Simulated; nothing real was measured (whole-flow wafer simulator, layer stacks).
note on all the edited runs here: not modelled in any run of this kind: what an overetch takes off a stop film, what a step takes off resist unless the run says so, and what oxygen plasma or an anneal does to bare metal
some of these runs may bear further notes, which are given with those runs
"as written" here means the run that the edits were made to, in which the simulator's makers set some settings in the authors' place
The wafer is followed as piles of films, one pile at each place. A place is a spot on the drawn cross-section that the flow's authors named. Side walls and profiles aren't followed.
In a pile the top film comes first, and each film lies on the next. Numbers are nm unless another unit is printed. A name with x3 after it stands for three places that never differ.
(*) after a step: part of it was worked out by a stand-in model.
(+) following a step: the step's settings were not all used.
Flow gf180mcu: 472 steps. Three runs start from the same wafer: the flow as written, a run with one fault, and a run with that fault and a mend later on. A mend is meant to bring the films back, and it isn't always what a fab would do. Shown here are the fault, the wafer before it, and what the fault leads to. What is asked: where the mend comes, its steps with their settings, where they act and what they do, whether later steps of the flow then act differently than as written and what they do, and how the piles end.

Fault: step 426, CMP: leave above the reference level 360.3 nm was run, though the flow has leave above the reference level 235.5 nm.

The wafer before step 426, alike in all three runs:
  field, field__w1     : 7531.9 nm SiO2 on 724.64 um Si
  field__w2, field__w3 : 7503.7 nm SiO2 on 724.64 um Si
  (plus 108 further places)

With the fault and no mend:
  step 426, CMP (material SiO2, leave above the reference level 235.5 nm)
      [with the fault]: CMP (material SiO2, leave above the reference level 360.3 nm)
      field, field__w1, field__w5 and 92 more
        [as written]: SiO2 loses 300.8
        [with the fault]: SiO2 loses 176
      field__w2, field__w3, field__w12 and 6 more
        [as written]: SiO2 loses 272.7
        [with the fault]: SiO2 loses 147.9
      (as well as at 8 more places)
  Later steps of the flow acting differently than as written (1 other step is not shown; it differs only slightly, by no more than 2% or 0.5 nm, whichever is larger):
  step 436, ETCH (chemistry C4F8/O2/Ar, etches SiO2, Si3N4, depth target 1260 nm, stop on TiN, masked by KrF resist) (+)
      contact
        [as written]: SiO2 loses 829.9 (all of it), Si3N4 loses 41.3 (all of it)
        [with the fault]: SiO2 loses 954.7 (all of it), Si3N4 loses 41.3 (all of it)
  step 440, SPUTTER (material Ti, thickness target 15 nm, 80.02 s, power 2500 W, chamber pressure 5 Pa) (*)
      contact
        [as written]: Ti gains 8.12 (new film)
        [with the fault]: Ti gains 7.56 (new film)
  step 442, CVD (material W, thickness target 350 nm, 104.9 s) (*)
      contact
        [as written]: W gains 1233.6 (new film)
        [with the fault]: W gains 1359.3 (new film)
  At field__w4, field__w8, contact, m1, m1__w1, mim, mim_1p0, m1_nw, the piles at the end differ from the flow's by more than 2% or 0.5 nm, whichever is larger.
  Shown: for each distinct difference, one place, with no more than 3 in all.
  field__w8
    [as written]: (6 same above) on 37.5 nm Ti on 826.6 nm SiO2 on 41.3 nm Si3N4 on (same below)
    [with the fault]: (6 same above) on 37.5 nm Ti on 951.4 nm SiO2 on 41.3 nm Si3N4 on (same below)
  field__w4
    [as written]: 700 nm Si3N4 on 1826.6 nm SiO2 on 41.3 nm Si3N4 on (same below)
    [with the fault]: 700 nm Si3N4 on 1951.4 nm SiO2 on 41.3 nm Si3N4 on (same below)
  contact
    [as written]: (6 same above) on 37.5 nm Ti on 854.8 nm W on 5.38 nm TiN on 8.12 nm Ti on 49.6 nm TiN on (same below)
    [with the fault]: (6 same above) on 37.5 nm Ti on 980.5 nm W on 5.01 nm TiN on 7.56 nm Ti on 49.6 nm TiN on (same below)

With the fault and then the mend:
  The mend stands after step 434.
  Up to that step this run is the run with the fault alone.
  step 434a, STRIP (chemistry O2/N2, power 2160 W, pressure 1700 mTorr) (*)
      field, field__w1, field__w2 and 108 more
        KrF resist loses 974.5 (all of it), anti-reflective coat loses 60 (all of it)
      contact
        anti-reflective coat loses 60 (all of it)
  step 434b, CMP (material SiO2, leave above the reference level 235.5 nm) (the flow's step 426, run once more)
      field, field__w1, field__w2 and 109 more
        SiO2 loses 124.8
  step 434c, HMDS (120 C, 60 s) (the flow's step 428, run once more)
      alters no film at any place that is followed
  step 434d, COAT (anti-reflective coat, thickness 60 nm, 182 C, 71 s) (the flow's step 429, run once more)
      field, field__w1, field__w2 and 109 more
        anti-reflective coat gains 60 (new film)
  step 434e, COAT (KrF resist, thickness 1000 nm) (the flow's step 430, run once more)
      field, field__w1, field__w2 and 109 more
        KrF resist gains 1000 (new film)
  step 434f, SOFTBAKE (KrF resist) (the flow's step 431, run once more)
      alters no film at any place that is followed
  step 434g, EXPOSE (photomask Via5) (the flow's step 432, run once more)
      alters no film at any place that is followed
  step 434h, PEB (KrF resist, 135 C, 90 s) (the flow's step 433, run once more)
      field, field__w1, field__w2 and 109 more
        KrF resist loses 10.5
  step 434i, DEVELOP (KrF resist, thickness 1000 nm, 60 s) (the flow's step 434, run once more)
      field, field__w1, field__w2 and 108 more
        KrF resist loses 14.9
      contact
        KrF resist loses 989.5 (all of it)
  Every later step of the flow that is run acts as written at every place that is followed.
  At every place that both follow, the piles at the end match the flow's.
